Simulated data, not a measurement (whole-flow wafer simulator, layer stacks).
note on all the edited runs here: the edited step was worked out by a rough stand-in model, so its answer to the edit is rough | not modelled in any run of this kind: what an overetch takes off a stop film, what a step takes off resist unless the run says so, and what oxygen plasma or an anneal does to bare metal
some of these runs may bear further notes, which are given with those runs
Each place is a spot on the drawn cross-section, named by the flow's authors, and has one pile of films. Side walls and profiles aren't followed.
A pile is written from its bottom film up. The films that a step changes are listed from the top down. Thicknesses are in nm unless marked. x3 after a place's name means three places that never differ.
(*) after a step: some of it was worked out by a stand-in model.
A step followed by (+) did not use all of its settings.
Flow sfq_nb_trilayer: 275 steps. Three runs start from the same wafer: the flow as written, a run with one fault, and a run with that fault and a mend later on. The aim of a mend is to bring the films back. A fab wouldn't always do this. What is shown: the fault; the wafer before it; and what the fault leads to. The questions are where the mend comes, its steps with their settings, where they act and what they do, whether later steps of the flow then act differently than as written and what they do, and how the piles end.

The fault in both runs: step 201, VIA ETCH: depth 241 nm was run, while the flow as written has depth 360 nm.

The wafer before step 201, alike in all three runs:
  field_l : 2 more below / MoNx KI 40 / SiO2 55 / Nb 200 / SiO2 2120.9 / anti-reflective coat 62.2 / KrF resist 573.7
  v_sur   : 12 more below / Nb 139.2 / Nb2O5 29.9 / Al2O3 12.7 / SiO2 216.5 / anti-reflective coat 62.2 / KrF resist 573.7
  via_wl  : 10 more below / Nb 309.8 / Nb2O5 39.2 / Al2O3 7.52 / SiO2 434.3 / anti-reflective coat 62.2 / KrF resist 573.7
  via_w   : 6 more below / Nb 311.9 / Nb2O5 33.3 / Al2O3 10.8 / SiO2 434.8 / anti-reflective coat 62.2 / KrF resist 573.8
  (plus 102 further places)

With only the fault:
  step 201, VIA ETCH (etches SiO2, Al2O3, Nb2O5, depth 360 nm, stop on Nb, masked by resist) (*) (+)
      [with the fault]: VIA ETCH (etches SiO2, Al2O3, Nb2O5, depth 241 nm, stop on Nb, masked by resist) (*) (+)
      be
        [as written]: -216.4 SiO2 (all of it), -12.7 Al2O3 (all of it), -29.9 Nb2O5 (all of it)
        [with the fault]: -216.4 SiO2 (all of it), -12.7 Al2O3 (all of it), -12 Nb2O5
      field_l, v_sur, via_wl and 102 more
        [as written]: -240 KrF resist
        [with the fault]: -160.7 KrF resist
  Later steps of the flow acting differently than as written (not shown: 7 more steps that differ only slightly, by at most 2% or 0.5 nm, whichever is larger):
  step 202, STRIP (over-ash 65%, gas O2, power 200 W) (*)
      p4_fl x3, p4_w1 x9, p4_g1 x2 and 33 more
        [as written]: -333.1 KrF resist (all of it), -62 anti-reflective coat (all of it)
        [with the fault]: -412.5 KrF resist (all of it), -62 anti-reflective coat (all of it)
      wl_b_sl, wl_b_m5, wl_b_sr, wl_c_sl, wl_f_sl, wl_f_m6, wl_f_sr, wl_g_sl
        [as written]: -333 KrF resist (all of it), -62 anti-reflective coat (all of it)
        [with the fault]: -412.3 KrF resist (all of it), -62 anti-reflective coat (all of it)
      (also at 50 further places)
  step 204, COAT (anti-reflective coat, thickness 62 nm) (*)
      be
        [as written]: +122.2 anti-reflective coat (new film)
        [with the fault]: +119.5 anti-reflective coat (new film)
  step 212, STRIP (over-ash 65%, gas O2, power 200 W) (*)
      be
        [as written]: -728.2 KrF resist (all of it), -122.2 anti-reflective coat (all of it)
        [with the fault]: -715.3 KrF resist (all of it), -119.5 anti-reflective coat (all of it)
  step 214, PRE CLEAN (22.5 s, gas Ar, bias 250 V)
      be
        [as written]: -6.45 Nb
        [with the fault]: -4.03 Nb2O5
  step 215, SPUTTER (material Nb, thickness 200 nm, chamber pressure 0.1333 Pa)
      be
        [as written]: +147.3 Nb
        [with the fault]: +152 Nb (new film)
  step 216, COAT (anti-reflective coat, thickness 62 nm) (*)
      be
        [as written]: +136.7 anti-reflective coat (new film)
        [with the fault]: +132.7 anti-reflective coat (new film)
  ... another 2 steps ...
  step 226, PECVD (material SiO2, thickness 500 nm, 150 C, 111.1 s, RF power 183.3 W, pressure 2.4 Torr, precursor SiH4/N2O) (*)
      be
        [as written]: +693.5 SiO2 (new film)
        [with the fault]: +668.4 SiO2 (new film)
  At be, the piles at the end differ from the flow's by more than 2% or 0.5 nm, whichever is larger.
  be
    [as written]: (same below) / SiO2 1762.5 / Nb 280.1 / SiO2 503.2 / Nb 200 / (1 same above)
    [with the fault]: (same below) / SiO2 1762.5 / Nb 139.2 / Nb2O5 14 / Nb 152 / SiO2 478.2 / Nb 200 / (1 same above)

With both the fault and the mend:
  After step 202 comes the mend.
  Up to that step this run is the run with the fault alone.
  step 202a, COAT (anti-reflective coat, thickness 62 nm) (*) (the flow's step 194, run once more)
      lsp_r, l0_sur, l0v and 64 more
        +62 anti-reflective coat (new film)
      wl_a_sl, wl_a_m6, wl_a_sr, wl_g_sr
        +61.9 anti-reflective coat (new film)
      field_l, v_sur
        +61.7 anti-reflective coat (new film)
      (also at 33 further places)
  step 202b, COAT (KrF resist, thickness 650 nm) (*) (the flow's step 195, run once more)
      p4_fl x3, p4_w1 x9, p4_g1 x2 and 33 more
        +650 KrF resist (new film)
      wl_b_m5, wl_b_sr, wl_c_sl and 12 more
        +649.9 KrF resist (new film)
      l0v, wl_j_sl, wl_j_sr
        +650.2 KrF resist (new film)
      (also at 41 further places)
  step 202c, SOFTBAKE (KrF resist) (the flow's step 196, run once more)
      alters no film at any place that is followed
  step 202d, EXPOSE (photomask I5, dose 12.41 mJ/cm2, NA 0.6, wavelength 248 nm) (*) (the flow's step 197, run once more)
      alters no film at any place that is followed
  step 202e, PEB (KrF resist, 90 s) (the flow's step 198, run once more)
      field_l, v_sur, via_wl and 81 more
        -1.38 KrF resist
      via_w, via_wr, via_sp, be_sur
        -1.37 KrF resist
      ce_l, moat, field_r, wl_jj
        -1.39 KrF resist
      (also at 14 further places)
  step 202f, DEVELOP (KrF resist, thickness 650 nm, 60 s) (the flow's step 199, run once more)
      field_l, v_sur, via_wl and 102 more
        -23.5 KrF resist
      be
        -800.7 KrF resist (all of it)
  step 202g, VIA ETCH (etches anti-reflective coat, depth 125 nm, masked by resist) (*) (+) (the flow's step 200, run once more)
      field_l, v_sur, via_wl and 102 more
        -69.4 KrF resist
      be
        -119.5 anti-reflective coat (all of it)
  step 202h, VIA ETCH (etches SiO2, Al2O3, Nb2O5, depth 119 nm, stop on Nb, masked by resist) (*) (+) (the flow's step 201, run once more with other settings)
      field_l, v_sur, via_wl and 102 more
        -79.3 KrF resist
      be
        -18 Nb2O5 (all of it)
  step 202i, STRIP (over-ash 65%, gas O2, power 200 W) (*) (the flow's step 202, run once more)
      p4_fl x3, p4_w1 x9, p4_g1 x2 and 33 more
        -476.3 KrF resist (all of it), -62 anti-reflective coat (all of it)
      wl_b_m5, wl_b_sr, wl_c_sl and 12 more
        -476.2 KrF resist (all of it), -62 anti-reflective coat (all of it)
      wl_j_sl, wl_j_sr
        -476.5 KrF resist (all of it), -60.2 anti-reflective coat (all of it)
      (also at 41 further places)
  Every later step of the flow that is run acts as written at every place that is followed.
  By the end, the piles equal the flow's at every place that both follow.
